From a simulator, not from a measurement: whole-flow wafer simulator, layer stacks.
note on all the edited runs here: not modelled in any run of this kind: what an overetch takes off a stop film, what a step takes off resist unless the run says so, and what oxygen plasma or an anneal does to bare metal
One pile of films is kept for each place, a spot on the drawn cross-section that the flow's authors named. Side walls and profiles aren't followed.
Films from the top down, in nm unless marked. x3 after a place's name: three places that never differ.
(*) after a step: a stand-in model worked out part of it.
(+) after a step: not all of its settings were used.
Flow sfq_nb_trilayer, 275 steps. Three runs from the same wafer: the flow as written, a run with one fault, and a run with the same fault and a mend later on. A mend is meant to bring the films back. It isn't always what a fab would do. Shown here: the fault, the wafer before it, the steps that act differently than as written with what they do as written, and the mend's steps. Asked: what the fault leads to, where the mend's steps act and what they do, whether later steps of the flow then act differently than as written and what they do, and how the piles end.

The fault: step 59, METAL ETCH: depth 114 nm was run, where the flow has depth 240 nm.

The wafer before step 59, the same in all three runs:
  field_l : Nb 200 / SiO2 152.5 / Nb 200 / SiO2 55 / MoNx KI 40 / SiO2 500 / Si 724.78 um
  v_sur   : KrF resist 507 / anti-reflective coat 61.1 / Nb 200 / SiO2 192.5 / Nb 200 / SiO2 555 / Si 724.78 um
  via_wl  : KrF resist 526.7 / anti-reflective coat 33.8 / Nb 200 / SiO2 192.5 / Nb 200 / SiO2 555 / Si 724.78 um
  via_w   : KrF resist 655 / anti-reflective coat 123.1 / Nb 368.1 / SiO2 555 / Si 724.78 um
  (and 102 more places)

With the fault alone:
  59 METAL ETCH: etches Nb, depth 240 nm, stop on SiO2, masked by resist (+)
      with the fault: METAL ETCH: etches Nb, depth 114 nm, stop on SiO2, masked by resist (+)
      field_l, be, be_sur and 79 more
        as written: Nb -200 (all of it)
        with the fault: Nb -114
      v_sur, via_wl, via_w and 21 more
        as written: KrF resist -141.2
        with the fault: KrF resist -67.1
  Later steps of the flow that act differently than as written:
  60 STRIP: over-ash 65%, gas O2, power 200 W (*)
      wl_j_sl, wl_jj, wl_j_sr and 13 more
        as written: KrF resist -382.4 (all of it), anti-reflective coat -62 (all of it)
        with the fault: KrF resist -456.5 (all of it), anti-reflective coat -62 (all of it)
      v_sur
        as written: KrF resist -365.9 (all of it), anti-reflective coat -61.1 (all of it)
        with the fault: KrF resist -440 (all of it), anti-reflective coat -61.1 (all of it)
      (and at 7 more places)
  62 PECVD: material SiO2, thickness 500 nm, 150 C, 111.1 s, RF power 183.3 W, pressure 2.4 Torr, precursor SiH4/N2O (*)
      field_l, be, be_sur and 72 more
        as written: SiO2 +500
        with the fault: SiO2 +500 (new film)
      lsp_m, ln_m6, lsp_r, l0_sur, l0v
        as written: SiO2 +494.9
        with the fault: SiO2 +500 (new film)
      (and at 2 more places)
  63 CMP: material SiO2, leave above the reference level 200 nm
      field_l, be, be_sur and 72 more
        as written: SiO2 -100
        with the fault: SiO2 -186
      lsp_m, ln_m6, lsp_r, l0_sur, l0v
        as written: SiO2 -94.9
        with the fault: SiO2 -186
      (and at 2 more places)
  At the end the piles differ from the flow's by more than 2% or 0.5 nm, whichever is larger, at field_l, be, be_sur and 79 more.
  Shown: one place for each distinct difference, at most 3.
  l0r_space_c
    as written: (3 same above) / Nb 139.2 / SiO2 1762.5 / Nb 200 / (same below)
    with the fault: (3 same above) / Nb 139.2 / SiO2 1484 / Nb 86 / SiO2 192.5 / Nb 200 / (same below)
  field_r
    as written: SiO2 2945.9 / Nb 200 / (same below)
    with the fault: SiO2 2667.4 / Nb 86 / SiO2 192.5 / Nb 200 / (same below)
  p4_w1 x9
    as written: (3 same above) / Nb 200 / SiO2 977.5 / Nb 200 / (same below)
    with the fault: (3 same above) / Nb 200 / SiO2 699 / Nb 86 / SiO2 192.5 / Nb 200 / (same below)

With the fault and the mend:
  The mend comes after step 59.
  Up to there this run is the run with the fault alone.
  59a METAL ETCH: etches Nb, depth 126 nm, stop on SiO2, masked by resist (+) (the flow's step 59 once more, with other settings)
      field_l, be, be_sur and 79 more
        Nb -86 (all of it)
      v_sur, via_wl, via_w and 21 more
        KrF resist -74.1
  No later step of the flow acts differently than as written at any place that is followed.
  At the end the piles are the same as the flow's at every place that both follow.
